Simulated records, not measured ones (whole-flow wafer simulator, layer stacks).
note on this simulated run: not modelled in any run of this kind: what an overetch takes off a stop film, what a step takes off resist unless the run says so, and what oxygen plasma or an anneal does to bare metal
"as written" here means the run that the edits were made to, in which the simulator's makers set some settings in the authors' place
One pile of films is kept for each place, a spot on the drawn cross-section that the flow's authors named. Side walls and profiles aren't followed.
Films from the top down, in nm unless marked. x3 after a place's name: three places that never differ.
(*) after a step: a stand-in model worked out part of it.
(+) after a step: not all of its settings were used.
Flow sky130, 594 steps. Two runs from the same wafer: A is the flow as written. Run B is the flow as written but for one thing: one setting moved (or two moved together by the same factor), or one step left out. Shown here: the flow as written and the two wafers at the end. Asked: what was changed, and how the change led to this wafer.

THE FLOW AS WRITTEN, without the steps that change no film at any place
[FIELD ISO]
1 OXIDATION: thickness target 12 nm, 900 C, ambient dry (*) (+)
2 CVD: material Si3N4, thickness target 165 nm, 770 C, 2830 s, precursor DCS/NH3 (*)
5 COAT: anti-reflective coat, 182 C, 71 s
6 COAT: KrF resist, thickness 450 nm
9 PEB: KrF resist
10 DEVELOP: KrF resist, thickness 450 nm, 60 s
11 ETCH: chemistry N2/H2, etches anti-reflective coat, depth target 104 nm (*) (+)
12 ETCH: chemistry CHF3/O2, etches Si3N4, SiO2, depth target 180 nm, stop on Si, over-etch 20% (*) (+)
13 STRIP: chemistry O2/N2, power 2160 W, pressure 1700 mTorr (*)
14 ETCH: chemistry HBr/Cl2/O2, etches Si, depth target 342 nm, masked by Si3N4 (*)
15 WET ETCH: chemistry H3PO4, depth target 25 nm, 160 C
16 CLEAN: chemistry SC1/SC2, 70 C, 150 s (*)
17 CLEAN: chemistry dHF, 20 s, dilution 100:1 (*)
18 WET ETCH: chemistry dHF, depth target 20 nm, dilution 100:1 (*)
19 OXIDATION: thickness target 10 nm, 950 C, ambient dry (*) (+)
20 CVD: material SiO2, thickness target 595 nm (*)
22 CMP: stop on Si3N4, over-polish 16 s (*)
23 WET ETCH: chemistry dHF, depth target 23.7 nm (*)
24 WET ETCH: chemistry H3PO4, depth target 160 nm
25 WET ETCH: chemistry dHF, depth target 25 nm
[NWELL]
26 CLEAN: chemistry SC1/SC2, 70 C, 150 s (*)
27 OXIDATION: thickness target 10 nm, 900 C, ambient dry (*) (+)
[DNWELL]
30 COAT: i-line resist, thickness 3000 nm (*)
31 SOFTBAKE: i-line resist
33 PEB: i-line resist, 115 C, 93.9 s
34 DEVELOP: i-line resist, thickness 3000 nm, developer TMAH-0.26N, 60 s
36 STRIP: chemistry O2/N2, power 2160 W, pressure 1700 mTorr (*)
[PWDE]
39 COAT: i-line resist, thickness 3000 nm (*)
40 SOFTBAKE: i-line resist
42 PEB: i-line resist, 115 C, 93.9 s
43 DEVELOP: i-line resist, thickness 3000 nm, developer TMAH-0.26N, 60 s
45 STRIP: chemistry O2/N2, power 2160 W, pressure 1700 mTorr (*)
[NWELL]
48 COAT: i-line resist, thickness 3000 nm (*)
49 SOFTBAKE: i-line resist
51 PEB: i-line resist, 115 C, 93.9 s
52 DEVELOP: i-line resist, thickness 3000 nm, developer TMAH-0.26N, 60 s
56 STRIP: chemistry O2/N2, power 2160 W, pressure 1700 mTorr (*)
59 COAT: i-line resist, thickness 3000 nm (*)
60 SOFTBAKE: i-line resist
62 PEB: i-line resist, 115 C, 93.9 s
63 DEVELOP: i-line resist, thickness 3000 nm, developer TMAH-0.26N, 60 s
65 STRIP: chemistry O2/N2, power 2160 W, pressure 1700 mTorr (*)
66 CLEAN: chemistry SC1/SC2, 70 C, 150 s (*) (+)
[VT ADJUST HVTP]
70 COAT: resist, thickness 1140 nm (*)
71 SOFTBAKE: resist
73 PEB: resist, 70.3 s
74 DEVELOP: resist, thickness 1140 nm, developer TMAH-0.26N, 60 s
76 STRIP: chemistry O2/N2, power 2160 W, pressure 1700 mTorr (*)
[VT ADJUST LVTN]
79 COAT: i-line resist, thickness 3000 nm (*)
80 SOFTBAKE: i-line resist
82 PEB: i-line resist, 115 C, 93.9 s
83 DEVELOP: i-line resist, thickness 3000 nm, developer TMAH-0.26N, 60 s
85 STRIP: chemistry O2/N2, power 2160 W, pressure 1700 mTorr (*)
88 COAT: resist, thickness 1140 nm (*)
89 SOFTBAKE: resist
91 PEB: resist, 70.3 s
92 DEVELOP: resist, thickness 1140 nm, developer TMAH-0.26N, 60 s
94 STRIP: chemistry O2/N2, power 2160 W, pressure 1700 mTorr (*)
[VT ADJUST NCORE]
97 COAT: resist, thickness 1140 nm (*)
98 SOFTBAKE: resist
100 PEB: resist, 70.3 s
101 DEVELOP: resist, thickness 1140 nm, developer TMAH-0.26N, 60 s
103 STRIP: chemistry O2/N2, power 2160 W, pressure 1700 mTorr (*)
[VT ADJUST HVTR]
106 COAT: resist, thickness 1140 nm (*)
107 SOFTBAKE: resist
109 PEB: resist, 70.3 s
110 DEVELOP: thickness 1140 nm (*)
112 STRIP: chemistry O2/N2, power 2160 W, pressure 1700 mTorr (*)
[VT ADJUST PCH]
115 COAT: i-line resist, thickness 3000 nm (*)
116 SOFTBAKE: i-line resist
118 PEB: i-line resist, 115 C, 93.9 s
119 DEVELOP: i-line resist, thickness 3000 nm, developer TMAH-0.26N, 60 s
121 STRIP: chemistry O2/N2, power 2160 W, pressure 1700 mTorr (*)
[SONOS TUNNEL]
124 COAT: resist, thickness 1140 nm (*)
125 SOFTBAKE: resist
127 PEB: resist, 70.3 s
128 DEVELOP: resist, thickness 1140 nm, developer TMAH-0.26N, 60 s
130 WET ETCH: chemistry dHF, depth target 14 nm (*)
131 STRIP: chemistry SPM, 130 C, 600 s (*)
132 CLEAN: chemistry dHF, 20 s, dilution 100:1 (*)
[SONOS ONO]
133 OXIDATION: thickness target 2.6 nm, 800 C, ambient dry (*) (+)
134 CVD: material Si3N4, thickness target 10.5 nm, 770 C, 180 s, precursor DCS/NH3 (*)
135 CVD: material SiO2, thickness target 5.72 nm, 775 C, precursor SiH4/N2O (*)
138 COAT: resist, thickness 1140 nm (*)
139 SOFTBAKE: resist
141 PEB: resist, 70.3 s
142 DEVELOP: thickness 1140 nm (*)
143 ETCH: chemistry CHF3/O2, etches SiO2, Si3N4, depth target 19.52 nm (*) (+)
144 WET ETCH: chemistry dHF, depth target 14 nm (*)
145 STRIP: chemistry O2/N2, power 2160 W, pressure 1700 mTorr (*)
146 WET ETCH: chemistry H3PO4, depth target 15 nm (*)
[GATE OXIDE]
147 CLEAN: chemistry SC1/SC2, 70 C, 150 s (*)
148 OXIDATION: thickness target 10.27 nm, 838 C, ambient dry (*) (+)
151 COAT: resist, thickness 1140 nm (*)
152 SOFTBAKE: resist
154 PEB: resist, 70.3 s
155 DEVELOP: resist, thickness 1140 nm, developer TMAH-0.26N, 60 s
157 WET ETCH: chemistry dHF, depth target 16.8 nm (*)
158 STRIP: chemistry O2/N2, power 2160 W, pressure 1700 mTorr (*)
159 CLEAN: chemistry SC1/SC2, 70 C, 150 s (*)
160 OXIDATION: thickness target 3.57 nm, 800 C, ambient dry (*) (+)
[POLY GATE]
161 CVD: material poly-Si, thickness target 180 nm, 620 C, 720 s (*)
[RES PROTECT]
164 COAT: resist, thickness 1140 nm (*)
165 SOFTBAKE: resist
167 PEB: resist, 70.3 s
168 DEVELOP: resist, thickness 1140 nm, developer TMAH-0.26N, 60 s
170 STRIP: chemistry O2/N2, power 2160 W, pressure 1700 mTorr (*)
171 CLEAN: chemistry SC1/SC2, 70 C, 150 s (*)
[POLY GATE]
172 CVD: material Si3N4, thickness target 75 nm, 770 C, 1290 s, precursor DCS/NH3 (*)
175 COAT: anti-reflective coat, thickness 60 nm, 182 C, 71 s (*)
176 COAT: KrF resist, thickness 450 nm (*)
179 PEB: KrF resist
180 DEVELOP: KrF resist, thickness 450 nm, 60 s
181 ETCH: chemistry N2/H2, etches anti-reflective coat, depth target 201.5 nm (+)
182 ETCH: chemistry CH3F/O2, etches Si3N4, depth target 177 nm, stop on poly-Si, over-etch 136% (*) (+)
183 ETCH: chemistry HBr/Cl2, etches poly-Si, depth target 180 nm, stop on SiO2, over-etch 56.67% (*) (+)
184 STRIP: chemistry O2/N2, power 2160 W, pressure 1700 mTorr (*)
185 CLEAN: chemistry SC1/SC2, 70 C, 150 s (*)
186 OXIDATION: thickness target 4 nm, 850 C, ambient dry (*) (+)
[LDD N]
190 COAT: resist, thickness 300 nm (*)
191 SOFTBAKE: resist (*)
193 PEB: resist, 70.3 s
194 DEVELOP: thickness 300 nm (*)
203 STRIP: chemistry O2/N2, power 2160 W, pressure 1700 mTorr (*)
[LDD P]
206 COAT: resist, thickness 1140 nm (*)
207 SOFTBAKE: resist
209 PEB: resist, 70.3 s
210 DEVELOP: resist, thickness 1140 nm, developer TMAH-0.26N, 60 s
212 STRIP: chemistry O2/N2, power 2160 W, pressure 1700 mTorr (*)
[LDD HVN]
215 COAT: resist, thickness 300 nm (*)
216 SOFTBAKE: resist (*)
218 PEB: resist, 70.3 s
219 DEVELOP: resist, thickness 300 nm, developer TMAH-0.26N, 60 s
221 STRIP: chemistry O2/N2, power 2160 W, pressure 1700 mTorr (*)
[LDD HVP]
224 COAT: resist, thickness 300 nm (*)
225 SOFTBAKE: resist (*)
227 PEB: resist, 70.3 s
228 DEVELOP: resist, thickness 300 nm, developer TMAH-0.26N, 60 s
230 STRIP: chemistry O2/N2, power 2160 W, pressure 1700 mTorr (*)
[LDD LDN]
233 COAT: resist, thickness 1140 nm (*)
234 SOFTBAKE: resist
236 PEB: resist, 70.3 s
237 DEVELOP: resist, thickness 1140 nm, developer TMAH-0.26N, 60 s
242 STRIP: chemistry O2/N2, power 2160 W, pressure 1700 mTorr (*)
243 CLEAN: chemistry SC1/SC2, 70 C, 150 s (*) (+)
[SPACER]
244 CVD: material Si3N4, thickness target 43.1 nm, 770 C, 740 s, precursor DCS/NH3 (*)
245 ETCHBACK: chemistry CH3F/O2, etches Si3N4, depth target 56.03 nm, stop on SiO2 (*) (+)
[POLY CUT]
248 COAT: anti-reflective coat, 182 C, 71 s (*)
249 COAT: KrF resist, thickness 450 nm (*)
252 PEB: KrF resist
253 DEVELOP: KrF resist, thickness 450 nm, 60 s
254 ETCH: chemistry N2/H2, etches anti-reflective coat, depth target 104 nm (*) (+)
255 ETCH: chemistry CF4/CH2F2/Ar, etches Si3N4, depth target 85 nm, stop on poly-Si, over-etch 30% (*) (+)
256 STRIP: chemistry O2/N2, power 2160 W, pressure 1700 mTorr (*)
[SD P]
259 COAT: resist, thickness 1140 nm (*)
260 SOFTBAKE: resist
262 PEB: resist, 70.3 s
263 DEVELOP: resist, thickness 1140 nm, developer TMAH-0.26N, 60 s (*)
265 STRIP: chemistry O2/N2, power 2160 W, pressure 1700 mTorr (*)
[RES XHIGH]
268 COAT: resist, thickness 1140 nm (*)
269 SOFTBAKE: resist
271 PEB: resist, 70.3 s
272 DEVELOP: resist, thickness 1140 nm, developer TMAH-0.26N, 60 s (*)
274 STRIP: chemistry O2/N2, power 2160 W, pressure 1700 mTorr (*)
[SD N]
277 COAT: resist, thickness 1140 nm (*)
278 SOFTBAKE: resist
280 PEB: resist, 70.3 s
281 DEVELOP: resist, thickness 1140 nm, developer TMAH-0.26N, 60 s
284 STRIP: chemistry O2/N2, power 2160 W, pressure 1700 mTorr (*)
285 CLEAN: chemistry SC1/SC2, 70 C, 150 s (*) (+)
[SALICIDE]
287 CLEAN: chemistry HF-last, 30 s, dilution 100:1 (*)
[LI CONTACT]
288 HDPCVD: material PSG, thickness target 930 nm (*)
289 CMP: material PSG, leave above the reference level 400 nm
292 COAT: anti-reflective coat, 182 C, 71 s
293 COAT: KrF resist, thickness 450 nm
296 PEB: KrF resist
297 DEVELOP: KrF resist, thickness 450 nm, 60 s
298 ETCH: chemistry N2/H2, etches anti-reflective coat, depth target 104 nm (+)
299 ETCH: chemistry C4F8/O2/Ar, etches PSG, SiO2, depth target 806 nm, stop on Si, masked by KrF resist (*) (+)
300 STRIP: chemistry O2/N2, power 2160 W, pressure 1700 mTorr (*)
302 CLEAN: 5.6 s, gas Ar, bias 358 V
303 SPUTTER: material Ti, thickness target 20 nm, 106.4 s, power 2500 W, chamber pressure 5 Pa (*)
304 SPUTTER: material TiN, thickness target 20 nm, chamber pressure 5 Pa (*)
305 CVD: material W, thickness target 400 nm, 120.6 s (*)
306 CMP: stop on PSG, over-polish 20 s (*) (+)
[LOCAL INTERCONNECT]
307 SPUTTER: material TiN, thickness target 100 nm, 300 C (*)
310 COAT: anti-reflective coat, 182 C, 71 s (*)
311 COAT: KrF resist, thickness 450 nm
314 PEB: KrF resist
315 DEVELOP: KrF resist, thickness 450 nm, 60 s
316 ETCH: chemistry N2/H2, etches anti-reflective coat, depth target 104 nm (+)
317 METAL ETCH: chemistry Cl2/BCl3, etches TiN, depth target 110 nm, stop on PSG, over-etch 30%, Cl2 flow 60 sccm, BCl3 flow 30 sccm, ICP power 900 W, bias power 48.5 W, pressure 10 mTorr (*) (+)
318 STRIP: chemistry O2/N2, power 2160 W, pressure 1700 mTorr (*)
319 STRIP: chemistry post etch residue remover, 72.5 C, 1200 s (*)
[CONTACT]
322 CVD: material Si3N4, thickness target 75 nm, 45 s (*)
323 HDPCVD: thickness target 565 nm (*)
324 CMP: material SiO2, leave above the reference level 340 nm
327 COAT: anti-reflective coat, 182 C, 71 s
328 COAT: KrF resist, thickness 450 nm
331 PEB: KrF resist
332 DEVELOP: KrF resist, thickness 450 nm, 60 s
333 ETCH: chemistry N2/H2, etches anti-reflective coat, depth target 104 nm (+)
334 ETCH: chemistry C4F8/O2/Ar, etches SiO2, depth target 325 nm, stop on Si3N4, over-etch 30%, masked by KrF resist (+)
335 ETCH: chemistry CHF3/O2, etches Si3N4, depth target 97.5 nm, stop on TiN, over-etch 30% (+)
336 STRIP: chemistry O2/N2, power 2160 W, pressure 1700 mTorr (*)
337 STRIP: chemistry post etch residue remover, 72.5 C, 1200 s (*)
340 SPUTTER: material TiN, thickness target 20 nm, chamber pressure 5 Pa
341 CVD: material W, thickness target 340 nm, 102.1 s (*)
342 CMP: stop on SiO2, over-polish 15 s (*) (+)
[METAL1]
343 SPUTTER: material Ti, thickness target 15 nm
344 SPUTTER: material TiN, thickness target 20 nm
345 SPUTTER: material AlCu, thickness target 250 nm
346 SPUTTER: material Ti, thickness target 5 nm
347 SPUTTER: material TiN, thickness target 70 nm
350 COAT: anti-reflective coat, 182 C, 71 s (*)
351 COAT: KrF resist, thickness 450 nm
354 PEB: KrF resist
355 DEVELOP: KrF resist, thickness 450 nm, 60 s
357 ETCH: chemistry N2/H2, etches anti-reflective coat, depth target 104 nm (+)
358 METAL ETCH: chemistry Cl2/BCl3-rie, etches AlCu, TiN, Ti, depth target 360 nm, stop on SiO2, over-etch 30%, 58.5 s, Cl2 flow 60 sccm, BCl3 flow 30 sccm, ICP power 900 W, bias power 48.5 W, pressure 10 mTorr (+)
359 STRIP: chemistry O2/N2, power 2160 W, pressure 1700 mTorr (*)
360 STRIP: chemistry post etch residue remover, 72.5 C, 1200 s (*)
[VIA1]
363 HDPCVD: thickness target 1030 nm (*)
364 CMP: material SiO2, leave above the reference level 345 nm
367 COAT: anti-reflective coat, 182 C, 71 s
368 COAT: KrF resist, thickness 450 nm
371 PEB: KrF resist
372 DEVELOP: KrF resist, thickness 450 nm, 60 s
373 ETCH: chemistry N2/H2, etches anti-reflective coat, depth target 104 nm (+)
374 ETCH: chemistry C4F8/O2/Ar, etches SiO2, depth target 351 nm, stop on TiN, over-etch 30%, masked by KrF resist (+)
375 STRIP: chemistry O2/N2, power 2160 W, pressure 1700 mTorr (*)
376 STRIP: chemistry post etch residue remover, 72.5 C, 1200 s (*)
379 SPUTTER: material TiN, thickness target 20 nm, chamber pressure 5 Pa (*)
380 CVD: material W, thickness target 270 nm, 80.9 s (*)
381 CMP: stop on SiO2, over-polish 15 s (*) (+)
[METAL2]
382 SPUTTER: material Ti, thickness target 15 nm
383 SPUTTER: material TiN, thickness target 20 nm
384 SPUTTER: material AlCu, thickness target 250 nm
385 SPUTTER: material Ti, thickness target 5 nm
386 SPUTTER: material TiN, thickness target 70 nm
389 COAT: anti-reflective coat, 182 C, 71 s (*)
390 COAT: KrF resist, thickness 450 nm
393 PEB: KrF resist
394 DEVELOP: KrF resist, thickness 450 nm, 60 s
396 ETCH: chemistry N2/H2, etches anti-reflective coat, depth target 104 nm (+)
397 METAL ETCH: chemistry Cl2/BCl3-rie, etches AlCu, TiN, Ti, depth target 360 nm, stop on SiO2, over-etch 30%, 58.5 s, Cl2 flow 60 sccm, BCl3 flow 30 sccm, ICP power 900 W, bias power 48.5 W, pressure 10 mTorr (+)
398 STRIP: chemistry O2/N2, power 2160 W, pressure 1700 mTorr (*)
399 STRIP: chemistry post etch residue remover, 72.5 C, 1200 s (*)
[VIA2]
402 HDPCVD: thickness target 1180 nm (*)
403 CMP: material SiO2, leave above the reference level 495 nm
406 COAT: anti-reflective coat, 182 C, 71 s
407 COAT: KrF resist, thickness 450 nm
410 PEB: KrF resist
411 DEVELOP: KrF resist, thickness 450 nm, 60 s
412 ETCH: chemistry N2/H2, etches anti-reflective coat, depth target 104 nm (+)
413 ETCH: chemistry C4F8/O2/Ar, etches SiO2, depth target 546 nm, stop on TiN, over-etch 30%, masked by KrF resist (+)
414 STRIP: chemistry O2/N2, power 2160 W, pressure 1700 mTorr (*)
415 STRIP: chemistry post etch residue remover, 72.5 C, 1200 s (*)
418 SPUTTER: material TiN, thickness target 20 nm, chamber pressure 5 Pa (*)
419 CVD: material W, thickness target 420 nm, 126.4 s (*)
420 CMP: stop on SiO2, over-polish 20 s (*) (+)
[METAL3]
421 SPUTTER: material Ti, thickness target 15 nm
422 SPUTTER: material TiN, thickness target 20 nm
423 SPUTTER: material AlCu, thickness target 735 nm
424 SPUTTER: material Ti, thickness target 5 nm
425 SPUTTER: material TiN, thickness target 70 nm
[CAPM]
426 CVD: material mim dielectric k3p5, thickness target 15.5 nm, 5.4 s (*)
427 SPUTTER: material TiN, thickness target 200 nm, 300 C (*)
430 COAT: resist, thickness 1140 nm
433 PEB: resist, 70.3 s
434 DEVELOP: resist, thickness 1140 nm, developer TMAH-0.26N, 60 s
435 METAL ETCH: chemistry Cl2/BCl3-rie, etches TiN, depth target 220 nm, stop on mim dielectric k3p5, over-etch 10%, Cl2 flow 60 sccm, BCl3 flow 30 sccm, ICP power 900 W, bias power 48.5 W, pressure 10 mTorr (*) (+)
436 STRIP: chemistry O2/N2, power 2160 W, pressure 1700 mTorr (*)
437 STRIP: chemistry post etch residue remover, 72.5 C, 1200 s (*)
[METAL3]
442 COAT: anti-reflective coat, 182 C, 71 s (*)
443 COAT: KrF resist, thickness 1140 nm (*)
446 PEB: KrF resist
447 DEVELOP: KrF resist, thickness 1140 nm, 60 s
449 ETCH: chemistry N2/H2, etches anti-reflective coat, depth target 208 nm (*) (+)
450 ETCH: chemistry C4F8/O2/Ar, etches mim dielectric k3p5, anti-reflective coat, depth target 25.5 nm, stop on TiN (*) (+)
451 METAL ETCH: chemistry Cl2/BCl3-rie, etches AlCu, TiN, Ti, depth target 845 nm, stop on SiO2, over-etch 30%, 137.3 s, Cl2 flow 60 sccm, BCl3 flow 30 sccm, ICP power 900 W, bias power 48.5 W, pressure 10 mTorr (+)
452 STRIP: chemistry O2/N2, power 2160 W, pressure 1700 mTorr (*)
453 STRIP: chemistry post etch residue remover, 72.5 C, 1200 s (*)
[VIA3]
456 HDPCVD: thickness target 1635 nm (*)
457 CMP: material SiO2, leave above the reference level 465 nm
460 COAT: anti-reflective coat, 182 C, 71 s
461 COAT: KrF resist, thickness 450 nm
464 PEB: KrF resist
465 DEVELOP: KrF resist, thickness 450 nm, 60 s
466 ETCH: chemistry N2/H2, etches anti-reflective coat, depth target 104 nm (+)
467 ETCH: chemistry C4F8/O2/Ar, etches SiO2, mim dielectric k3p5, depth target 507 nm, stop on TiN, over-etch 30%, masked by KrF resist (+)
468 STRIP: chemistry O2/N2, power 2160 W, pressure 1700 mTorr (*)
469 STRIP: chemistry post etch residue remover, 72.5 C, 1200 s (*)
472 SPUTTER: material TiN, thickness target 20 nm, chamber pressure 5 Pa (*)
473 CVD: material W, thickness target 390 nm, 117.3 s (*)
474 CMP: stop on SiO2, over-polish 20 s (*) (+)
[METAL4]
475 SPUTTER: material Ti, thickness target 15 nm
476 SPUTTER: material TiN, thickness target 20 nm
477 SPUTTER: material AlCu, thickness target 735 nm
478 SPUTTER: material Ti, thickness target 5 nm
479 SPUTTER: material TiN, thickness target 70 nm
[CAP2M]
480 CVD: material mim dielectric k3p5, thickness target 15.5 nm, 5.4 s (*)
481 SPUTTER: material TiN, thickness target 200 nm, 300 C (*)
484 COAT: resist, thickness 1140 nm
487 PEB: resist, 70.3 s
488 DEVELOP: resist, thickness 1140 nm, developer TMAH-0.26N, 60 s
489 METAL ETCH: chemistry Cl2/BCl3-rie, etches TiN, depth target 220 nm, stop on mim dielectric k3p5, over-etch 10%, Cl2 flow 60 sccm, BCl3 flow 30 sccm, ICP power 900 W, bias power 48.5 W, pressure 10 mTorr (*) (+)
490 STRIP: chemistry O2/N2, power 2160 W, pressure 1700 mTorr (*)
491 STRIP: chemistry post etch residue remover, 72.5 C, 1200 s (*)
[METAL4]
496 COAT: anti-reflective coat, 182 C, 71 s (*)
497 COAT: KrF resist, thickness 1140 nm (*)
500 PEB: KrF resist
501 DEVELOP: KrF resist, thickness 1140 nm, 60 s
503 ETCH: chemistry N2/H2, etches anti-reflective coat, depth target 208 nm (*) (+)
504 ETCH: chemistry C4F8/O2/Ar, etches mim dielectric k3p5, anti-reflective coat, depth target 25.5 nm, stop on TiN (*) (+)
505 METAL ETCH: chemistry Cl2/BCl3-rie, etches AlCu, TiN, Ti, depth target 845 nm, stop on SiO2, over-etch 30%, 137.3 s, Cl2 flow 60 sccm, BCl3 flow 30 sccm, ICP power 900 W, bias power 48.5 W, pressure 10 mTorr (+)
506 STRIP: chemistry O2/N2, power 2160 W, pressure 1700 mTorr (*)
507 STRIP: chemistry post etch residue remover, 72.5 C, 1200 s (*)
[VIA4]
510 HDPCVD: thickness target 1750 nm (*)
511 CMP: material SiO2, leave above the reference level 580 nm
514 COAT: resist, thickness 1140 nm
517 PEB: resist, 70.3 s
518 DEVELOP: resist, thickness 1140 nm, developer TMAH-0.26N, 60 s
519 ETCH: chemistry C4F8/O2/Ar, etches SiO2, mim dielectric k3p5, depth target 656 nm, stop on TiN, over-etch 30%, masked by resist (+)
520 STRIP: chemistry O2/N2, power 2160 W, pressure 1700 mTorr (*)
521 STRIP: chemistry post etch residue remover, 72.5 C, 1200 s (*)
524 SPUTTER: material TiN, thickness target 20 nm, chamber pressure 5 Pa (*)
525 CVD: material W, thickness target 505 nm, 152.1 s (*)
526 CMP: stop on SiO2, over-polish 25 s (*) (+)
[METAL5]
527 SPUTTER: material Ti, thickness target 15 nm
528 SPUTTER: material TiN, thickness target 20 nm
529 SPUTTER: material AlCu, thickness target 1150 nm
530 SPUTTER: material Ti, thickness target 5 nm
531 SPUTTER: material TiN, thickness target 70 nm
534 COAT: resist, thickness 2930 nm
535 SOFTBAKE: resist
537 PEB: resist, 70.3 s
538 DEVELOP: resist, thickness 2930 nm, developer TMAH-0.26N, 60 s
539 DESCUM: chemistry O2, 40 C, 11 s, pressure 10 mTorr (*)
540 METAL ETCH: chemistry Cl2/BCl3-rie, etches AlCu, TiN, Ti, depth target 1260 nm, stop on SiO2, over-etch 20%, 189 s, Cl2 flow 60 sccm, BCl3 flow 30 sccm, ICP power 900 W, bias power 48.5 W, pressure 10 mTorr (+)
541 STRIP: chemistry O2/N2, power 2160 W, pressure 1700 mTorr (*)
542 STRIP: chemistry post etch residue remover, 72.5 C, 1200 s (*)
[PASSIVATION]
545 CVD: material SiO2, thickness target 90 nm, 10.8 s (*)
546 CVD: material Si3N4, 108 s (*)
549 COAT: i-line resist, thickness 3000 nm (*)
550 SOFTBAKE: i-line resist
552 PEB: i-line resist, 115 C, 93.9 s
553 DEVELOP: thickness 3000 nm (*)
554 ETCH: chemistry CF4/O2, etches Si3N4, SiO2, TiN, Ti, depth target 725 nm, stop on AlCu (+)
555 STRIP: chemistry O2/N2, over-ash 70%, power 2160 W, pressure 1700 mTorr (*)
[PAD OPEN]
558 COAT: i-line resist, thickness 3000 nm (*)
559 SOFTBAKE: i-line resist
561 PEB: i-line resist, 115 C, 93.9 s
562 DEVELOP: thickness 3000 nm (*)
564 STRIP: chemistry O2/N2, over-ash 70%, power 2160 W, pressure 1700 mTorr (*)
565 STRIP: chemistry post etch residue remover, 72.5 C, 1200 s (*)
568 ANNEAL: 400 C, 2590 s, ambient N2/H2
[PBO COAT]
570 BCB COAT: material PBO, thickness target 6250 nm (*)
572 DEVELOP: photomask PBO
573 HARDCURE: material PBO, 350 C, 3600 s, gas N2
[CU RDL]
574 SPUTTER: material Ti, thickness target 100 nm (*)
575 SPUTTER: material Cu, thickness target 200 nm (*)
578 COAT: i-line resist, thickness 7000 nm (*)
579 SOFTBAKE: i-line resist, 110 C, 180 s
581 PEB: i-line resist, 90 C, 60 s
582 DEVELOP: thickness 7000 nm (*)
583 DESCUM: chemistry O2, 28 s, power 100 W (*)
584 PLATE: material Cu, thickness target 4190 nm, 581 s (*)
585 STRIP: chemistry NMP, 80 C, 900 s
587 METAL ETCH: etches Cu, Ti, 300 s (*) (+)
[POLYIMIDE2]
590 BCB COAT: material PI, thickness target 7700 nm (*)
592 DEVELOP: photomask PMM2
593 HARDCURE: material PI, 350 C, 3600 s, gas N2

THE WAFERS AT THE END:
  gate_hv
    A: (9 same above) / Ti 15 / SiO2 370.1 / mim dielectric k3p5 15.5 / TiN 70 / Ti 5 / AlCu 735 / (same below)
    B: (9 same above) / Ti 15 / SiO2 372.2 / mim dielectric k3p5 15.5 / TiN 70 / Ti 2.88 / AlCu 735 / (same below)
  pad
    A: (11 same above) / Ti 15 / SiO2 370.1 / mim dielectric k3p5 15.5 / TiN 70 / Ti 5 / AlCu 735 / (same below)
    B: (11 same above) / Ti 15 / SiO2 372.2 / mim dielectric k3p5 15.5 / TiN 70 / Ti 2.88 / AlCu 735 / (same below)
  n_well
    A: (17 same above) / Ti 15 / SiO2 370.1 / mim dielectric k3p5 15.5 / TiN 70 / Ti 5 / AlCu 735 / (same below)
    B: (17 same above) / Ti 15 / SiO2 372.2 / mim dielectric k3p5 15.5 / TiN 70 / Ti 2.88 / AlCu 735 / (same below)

The cause: step 424, SPUTTER: thickness target 2.88 nm was run, where the flow has thickness target 5 nm.
It can be read off the wafer: gate_hv has Ti 2.88, and step 424 as written asks for 5 nm.

How the change led to this, step by step:
  424 SPUTTER: material Ti, thickness target 5 nm
      field, active, n_well and 188 more: A Ti +5 (new film) | B Ti +2.88 (new film)
  451 METAL ETCH: chemistry Cl2/BCl3-rie, etches AlCu, TiN, Ti, depth target 845 nm, stop on SiO2, over-etch 30%, 137.3 s, Cl2 flow 60 sccm, BCl3 flow 30 sccm, ICP power 900 W, bias power 48.5 W, pressure 10 mTorr (+)
      field, gate, spacer and 68 more: A TiN -70 (all of it), Ti -5 (all of it), AlCu -735 (all of it), TiN -20 (all of it), Ti -15 (all of it), SiO2 -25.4 | B TiN -70 (all of it), Ti -2.88 (all of it), AlCu -735 (all of it), TiN -20 (all of it), Ti -15 (all of it), SiO2 -25.6
      active, vpp_ln, vpp_iso2 and 11 more: A TiN -70 (all of it), Ti -5 (all of it), AlCu -735 (all of it), TiN -20 (all of it), Ti -15 (all of it), SiO2 -25.3 | B TiN -70 (all of it), Ti -2.88 (all of it), AlCu -735 (all of it), TiN -20 (all of it), Ti -15 (all of it), SiO2 -25.6
